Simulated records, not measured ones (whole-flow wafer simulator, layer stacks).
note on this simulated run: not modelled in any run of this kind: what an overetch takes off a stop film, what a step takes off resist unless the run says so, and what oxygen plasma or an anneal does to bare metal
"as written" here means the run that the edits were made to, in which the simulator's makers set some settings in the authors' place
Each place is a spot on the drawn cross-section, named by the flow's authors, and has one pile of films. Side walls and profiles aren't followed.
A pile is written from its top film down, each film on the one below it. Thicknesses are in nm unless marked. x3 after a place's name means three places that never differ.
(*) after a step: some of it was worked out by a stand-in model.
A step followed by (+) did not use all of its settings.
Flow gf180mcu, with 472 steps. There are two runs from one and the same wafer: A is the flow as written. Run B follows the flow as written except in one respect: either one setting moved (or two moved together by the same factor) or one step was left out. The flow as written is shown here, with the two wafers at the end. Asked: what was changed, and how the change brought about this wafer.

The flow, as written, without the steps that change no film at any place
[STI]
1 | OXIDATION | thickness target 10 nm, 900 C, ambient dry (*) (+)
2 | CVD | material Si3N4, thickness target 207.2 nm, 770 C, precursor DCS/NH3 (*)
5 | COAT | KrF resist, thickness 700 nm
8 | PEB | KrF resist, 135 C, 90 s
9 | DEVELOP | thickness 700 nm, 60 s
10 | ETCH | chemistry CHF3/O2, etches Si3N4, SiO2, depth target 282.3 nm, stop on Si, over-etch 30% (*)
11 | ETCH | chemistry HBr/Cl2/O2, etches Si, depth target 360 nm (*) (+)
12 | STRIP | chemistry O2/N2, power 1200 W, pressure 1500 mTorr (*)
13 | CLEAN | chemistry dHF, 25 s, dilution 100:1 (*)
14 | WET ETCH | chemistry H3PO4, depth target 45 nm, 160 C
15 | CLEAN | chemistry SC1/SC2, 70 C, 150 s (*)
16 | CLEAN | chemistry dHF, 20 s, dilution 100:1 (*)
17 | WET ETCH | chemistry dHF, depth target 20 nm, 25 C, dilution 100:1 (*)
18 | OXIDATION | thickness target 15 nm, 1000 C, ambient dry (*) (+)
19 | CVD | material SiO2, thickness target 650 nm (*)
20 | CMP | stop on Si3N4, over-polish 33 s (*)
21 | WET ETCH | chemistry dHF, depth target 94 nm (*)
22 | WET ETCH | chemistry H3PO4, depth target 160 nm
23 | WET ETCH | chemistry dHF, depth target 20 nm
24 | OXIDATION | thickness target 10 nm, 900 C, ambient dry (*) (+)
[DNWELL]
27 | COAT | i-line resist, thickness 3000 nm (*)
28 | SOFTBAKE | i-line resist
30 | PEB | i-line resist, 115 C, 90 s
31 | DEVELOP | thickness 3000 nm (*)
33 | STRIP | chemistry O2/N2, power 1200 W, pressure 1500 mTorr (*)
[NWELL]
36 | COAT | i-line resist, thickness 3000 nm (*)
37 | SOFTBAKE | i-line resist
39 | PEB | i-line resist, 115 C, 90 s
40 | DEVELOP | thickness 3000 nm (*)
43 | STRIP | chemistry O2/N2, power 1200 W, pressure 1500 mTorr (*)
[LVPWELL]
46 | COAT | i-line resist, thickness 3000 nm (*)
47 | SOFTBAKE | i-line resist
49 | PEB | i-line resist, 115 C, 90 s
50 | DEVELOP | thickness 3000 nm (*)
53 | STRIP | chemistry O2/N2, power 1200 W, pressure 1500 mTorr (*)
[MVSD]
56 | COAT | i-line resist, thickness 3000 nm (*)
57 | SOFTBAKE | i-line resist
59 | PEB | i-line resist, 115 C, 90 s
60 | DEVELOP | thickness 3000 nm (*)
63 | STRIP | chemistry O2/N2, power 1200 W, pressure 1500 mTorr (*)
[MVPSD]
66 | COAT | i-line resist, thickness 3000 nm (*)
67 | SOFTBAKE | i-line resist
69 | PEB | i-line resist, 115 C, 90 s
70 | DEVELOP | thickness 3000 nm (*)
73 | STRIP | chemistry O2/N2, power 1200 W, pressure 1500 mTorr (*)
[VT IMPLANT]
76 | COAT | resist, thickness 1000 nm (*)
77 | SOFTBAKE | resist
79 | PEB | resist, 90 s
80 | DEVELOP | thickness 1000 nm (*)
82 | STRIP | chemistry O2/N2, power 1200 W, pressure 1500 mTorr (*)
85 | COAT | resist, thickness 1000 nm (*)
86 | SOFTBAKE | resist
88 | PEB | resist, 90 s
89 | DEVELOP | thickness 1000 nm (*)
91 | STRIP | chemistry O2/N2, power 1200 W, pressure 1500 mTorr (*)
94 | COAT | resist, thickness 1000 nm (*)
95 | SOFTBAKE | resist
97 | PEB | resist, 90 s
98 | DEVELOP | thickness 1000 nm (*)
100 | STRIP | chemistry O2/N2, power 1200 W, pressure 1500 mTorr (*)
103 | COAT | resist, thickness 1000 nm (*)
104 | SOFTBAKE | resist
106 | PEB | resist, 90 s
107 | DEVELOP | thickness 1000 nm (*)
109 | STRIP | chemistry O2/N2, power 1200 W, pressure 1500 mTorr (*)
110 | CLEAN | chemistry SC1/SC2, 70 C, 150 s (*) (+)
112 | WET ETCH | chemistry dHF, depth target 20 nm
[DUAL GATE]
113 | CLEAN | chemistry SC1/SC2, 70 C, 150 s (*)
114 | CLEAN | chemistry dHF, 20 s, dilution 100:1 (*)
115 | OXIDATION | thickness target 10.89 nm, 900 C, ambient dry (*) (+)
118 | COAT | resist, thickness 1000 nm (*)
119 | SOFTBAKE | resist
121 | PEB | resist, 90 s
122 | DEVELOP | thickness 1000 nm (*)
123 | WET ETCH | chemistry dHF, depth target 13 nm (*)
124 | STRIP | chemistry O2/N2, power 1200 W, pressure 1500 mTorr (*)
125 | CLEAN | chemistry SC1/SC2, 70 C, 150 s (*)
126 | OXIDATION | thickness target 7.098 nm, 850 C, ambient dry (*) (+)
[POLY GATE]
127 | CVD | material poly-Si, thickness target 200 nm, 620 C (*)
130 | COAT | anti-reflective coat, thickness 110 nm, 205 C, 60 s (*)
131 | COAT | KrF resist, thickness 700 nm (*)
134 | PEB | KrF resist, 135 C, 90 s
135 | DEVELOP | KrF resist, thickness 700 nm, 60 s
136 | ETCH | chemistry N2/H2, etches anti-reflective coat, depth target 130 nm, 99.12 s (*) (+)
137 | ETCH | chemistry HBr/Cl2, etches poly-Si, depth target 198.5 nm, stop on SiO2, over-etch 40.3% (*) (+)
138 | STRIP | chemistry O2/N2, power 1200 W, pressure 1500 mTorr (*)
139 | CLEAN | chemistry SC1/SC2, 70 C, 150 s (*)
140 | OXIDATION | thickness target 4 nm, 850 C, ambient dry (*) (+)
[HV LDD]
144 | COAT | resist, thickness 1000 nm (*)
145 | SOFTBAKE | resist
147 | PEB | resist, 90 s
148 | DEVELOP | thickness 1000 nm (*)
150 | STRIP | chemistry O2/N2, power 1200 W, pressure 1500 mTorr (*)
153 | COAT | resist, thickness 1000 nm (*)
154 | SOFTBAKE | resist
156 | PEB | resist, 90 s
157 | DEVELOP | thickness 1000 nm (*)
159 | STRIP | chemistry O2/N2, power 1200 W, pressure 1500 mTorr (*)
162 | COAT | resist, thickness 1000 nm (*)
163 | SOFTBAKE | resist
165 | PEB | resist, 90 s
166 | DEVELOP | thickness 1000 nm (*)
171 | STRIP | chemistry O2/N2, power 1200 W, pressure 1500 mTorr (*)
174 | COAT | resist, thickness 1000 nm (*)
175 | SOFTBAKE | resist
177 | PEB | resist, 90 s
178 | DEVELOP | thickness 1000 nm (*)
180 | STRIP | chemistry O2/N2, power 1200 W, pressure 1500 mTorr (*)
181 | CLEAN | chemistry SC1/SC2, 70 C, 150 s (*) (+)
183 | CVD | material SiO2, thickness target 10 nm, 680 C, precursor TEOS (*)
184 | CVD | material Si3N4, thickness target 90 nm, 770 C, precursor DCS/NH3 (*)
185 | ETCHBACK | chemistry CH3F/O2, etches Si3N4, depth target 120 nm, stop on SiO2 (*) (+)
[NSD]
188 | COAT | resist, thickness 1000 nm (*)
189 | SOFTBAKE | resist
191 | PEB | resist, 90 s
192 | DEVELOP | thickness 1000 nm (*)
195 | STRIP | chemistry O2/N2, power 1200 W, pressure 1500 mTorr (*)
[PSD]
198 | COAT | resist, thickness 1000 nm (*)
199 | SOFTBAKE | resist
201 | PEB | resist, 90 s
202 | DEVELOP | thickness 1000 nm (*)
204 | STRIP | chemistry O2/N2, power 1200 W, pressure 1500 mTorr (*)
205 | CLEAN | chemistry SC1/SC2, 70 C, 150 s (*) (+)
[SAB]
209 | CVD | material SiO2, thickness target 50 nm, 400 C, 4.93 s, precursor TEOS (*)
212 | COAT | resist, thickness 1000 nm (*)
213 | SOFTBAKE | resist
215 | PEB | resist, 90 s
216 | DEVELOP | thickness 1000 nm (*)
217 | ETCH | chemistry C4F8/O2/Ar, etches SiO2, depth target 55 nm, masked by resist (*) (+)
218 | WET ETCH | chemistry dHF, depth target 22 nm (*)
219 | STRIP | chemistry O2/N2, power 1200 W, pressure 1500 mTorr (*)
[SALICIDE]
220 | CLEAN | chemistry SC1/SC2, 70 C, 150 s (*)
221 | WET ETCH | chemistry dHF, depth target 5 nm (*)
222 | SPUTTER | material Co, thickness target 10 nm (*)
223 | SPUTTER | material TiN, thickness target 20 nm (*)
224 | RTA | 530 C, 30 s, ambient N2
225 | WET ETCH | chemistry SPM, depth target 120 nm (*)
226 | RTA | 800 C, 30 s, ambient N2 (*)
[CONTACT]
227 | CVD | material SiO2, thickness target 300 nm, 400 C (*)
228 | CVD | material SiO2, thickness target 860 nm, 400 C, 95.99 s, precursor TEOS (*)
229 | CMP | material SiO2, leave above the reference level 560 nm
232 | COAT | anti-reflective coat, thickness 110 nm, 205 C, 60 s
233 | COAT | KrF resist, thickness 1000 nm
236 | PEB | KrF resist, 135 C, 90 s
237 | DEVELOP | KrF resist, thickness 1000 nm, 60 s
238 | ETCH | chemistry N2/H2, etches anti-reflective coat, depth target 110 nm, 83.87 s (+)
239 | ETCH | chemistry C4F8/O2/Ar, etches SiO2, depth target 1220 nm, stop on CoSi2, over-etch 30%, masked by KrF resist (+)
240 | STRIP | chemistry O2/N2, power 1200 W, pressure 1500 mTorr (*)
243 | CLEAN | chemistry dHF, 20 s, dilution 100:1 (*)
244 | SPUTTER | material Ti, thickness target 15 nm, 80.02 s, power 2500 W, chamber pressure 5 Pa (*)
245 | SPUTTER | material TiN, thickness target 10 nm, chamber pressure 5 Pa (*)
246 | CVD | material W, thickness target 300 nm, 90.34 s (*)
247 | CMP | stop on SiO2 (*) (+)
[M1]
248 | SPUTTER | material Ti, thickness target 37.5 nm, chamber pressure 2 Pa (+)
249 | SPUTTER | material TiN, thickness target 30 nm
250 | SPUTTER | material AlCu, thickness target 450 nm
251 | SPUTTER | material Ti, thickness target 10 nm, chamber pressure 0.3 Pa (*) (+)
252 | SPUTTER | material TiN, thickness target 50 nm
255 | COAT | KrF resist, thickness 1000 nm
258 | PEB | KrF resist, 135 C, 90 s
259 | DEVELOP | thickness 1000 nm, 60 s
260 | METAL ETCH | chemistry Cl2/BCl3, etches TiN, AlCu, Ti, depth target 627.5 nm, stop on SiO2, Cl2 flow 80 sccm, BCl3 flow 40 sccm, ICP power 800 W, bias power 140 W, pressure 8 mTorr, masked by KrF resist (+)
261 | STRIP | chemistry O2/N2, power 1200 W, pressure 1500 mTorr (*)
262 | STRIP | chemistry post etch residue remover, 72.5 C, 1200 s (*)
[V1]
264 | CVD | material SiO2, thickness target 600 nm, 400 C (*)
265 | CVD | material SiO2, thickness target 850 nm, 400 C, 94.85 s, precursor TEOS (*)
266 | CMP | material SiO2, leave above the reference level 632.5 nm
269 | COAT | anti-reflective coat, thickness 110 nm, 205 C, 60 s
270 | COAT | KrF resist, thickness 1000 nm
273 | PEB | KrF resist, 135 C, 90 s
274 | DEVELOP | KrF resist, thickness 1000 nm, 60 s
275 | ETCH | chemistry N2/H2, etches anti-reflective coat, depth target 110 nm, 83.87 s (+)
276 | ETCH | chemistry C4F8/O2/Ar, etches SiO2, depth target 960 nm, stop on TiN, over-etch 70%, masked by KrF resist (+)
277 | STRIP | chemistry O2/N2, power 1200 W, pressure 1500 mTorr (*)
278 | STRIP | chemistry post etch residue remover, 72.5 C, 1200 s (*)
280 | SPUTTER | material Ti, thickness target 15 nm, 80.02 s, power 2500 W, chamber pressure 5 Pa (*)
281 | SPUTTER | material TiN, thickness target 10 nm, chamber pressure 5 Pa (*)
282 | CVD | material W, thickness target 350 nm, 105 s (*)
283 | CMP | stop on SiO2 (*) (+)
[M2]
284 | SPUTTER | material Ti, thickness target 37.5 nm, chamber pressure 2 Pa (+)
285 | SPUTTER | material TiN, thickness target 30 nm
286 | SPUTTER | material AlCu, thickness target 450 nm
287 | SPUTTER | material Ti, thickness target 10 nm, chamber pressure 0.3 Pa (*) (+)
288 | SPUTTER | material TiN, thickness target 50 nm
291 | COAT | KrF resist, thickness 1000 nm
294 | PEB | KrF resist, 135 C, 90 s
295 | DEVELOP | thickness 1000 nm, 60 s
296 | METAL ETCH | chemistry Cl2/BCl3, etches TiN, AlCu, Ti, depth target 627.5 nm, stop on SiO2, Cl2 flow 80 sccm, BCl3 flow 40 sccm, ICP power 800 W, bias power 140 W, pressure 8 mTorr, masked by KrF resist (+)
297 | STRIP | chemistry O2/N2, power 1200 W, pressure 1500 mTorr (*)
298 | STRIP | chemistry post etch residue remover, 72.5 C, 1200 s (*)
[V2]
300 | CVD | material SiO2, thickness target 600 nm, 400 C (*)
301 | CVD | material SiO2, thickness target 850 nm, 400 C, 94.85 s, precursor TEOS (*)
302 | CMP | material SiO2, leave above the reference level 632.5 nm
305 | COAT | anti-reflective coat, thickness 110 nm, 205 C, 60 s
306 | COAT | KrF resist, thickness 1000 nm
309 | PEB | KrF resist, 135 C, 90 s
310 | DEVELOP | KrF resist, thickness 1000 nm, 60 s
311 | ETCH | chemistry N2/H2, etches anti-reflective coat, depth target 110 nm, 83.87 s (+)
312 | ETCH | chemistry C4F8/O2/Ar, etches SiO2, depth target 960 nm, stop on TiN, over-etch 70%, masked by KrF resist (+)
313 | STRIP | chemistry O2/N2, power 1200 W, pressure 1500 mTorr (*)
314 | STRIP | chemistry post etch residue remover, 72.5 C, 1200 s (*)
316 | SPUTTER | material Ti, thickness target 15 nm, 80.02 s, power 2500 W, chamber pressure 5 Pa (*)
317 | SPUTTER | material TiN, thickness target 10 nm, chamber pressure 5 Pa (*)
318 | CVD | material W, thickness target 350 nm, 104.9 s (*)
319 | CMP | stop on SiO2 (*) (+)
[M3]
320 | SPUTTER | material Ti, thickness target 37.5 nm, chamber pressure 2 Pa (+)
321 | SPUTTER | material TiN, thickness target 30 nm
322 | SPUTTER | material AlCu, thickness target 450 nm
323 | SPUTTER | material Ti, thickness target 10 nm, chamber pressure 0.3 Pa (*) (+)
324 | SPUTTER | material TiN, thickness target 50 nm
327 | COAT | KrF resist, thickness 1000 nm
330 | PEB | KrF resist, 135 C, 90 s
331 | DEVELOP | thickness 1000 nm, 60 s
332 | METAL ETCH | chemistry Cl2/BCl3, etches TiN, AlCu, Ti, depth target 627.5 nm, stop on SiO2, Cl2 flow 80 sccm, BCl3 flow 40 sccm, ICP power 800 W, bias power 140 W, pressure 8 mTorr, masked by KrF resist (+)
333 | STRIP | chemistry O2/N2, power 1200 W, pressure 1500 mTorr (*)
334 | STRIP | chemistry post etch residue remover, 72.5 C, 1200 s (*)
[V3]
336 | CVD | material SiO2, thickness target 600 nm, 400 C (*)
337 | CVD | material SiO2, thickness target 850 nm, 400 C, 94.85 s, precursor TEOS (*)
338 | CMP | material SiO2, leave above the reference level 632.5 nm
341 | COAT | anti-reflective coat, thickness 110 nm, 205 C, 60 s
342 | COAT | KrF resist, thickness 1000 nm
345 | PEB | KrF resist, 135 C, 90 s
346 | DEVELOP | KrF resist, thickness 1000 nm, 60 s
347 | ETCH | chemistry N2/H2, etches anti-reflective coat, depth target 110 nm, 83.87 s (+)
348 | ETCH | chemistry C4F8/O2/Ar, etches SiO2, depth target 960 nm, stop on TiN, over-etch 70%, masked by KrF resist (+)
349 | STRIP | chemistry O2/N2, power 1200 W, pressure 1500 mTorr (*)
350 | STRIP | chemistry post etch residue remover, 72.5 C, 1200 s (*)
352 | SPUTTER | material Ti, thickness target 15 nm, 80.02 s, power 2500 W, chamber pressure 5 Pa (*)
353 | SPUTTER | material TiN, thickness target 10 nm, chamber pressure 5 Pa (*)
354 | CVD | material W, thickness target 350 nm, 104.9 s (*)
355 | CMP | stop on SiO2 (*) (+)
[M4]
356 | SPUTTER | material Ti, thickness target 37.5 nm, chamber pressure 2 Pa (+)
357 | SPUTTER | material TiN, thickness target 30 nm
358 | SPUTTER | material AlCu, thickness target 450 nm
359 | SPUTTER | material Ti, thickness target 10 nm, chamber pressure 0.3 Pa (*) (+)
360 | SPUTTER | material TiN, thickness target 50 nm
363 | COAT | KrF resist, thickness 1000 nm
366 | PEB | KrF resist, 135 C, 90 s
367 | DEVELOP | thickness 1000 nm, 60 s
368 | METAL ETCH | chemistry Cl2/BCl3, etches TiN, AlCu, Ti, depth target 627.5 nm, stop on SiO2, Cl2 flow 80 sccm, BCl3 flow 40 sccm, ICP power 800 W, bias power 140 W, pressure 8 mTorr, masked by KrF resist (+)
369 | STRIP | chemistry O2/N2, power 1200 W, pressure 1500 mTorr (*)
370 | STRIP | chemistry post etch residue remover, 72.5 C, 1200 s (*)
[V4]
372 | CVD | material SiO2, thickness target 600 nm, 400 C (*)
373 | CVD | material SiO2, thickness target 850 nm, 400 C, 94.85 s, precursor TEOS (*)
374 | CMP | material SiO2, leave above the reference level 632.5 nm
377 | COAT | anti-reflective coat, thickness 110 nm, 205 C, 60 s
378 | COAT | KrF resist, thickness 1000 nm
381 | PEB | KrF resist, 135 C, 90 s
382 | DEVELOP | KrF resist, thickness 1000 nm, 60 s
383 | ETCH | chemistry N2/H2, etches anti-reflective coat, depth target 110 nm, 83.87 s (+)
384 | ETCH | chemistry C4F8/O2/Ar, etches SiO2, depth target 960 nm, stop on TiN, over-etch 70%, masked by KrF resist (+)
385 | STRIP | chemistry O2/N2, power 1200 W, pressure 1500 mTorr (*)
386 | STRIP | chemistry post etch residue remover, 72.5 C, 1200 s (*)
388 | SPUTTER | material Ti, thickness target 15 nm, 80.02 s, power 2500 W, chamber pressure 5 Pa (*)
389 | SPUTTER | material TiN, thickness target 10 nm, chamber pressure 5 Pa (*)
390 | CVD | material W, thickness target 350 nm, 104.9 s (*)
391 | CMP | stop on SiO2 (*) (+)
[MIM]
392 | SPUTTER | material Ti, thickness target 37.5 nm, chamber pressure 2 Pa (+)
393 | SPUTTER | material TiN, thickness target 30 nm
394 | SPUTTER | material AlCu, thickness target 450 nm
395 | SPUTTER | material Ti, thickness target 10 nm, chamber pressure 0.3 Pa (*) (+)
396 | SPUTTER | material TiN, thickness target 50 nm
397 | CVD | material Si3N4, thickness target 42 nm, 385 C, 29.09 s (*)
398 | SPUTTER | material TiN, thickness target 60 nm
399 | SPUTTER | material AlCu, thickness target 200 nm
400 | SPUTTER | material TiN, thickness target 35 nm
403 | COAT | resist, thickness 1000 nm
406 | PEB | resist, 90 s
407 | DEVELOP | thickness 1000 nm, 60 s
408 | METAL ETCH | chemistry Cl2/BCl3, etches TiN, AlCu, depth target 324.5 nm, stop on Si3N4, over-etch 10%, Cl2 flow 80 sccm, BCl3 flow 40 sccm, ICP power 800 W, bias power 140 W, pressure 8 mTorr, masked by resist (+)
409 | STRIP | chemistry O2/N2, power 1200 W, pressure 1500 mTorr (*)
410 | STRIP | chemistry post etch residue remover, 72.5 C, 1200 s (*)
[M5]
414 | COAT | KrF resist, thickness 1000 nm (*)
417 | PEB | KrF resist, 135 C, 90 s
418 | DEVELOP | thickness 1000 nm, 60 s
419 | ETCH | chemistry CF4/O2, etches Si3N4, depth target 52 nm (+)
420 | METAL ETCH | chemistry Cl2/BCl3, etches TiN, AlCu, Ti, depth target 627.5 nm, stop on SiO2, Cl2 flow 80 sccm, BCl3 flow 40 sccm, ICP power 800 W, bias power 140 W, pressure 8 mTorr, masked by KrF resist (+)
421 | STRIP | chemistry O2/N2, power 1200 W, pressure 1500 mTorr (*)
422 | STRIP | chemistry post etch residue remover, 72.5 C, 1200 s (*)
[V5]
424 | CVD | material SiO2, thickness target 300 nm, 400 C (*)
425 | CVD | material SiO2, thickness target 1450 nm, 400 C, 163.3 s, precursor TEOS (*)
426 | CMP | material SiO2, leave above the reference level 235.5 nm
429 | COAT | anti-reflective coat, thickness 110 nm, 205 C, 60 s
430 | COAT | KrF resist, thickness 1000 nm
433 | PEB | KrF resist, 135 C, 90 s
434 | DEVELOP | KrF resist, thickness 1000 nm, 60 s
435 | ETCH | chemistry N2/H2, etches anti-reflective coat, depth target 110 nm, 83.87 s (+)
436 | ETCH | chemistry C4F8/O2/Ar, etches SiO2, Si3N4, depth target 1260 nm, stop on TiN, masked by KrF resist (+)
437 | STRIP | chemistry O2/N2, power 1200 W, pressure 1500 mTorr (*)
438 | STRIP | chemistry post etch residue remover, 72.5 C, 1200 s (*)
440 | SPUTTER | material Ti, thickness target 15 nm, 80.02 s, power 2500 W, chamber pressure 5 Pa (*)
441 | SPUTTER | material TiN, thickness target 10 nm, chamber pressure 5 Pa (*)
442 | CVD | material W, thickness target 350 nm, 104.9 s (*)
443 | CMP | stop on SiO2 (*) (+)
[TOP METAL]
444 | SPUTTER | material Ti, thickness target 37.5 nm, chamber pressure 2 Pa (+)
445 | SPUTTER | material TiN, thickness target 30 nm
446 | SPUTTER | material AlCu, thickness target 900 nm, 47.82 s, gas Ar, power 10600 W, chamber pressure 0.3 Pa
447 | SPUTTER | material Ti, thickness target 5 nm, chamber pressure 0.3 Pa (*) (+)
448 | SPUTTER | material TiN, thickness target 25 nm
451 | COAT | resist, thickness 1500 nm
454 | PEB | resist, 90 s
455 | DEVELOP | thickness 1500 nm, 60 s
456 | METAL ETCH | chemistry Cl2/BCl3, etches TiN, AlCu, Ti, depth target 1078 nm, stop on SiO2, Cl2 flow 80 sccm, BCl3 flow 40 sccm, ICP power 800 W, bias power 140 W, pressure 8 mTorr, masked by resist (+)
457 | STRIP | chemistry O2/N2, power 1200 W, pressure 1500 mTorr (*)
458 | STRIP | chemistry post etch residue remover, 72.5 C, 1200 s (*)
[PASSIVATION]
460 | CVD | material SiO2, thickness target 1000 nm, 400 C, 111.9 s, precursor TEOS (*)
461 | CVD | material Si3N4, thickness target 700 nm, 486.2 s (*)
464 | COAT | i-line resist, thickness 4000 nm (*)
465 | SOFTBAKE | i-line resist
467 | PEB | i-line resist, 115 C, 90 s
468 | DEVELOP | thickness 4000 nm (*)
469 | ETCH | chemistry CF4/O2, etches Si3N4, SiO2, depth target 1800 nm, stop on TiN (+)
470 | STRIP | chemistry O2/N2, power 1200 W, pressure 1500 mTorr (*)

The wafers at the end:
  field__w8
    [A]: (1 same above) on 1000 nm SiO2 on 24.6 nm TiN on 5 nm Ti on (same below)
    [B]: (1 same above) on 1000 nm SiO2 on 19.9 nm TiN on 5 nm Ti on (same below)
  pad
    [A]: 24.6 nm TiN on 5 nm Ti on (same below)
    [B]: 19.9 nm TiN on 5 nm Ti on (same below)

Cause: step 448, SPUTTER: thickness target 20.31 nm was run, whereas the flow has thickness target 25 nm.

Step by step, how the change led to this:
  448 | SPUTTER | material TiN, thickness target 25 nm
      field, field__w1, field__w2 and 109 more: A TiN gains 25 (new film) | B TiN gains 20.3 (new film)
  456 | METAL ETCH | chemistry Cl2/BCl3, etches TiN, AlCu, Ti, depth target 1078 nm, stop on SiO2, Cl2 flow 80 sccm, BCl3 flow 40 sccm, ICP power 800 W, bias power 140 W, pressure 8 mTorr, masked by resist (+)
      field, field__w1, field__w2 and 103 more: A TiN loses 25 (all of it), Ti loses 5 (all of it), AlCu loses 900 (all of it), TiN loses 30 (all of it), Ti loses 37.5 (all of it) | B TiN loses 20.3 (all of it), Ti loses 5 (all of it), AlCu loses 900 (all of it), TiN loses 30 (all of it), Ti loses 37.5 (all of it)
